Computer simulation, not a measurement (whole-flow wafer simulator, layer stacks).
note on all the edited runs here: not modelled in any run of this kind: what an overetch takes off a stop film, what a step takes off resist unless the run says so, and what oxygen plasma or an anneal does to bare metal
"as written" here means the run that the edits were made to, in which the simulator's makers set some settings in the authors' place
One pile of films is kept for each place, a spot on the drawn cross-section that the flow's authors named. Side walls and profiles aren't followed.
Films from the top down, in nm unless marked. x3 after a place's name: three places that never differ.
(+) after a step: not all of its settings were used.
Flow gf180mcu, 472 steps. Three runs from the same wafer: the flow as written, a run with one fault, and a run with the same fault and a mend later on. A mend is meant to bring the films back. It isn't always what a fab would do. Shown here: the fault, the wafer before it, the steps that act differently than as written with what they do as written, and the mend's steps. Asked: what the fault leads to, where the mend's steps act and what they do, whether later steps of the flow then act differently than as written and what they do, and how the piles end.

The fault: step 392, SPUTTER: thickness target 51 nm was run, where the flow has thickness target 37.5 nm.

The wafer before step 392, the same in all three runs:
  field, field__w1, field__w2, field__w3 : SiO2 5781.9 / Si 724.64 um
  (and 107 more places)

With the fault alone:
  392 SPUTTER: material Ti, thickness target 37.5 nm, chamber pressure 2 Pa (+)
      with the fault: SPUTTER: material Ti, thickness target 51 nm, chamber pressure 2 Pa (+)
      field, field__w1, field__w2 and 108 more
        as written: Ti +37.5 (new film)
        with the fault: Ti +51 (new film)
  Later steps of the flow that act differently than as written (1 more step differs only slightly, by at most 2% or 0.5 nm, whichever is larger, and isn't shown):
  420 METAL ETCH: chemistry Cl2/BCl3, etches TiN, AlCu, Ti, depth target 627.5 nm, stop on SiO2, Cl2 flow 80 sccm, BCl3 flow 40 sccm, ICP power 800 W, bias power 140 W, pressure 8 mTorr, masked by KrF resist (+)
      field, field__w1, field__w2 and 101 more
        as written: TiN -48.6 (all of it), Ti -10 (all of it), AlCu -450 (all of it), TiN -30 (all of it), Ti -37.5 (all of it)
        with the fault: TiN -48.6 (all of it), Ti -10 (all of it), AlCu -450 (all of it), TiN -30 (all of it), Ti -51 (all of it)
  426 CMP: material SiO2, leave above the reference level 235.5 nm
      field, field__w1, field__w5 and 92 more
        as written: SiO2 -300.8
        with the fault: SiO2 -287.3
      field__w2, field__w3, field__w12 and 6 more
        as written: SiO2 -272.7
        with the fault: SiO2 -258.6
  At the end the piles differ from the flow's by more than 2% or 0.5 nm, whichever is larger, at field__w4, field__w8, contact, m1, m1__w1, mim, mim_1p0, m1_nw.
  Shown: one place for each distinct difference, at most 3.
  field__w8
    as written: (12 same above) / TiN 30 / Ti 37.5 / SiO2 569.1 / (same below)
    with the fault: (12 same above) / TiN 30 / Ti 51 / SiO2 569.1 / (same below)
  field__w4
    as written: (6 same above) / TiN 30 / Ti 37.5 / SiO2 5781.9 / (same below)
    with the fault: (6 same above) / TiN 30 / Ti 51 / SiO2 5781.9 / (same below)
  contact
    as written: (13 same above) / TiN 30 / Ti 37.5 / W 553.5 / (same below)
    with the fault: (13 same above) / TiN 30 / Ti 51 / W 553.5 / (same below)

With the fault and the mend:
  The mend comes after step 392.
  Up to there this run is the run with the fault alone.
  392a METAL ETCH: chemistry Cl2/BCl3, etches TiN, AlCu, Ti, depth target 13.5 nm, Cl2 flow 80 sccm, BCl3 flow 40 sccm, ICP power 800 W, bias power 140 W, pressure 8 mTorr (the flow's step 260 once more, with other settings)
      field, field__w1, field__w2 and 108 more
        Ti -13.5
  No later step of the flow acts differently than as written at any place that is followed.
  At the end the piles are the same as the flow's at every place that both follow.
